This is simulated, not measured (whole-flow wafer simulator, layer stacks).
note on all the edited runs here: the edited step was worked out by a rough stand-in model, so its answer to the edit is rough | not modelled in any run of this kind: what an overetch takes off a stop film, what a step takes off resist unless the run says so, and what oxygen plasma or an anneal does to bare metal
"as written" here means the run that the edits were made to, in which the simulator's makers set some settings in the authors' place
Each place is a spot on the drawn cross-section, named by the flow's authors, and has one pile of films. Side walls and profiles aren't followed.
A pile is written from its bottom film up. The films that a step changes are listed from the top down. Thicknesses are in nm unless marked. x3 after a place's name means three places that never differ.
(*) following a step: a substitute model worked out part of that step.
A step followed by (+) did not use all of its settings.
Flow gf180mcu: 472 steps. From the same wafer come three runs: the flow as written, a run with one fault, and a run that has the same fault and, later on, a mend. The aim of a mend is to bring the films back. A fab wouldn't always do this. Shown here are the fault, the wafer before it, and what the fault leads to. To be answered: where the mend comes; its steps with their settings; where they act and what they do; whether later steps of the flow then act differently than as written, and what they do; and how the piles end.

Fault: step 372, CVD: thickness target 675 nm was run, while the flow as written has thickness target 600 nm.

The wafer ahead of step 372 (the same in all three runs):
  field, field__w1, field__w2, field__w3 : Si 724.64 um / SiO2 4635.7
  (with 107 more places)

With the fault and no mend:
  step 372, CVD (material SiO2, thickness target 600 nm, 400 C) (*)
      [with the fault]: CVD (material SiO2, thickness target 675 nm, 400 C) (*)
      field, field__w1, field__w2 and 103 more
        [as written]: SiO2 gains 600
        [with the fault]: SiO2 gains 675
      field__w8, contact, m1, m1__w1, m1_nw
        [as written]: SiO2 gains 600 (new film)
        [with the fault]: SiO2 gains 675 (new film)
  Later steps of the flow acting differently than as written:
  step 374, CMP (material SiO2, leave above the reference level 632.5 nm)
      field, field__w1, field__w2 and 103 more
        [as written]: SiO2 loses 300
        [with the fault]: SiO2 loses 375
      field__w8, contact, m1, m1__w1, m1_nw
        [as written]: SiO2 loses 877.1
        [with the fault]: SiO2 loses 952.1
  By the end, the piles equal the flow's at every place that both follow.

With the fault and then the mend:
  The mend follows step 383.
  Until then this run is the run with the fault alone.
  step 384, ETCH (chemistry C4F8/O2/Ar, etches SiO2, depth target 1035 nm, stop on TiN, over-etch 70%, masked by KrF resist) (+) (the flow's step 384, where the flow has depth target 960 nm)
      field, field__w1, field__w2 and 107 more
        KrF resist loses 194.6
      contact
        SiO2 loses 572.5 (all of it)
  Later steps of the flow that are run all act as written at every place that is followed, up to a difference of at most 2% or 0.5 nm, whichever is larger.
  By the end, the piles equal the flow's at every place that both follow.
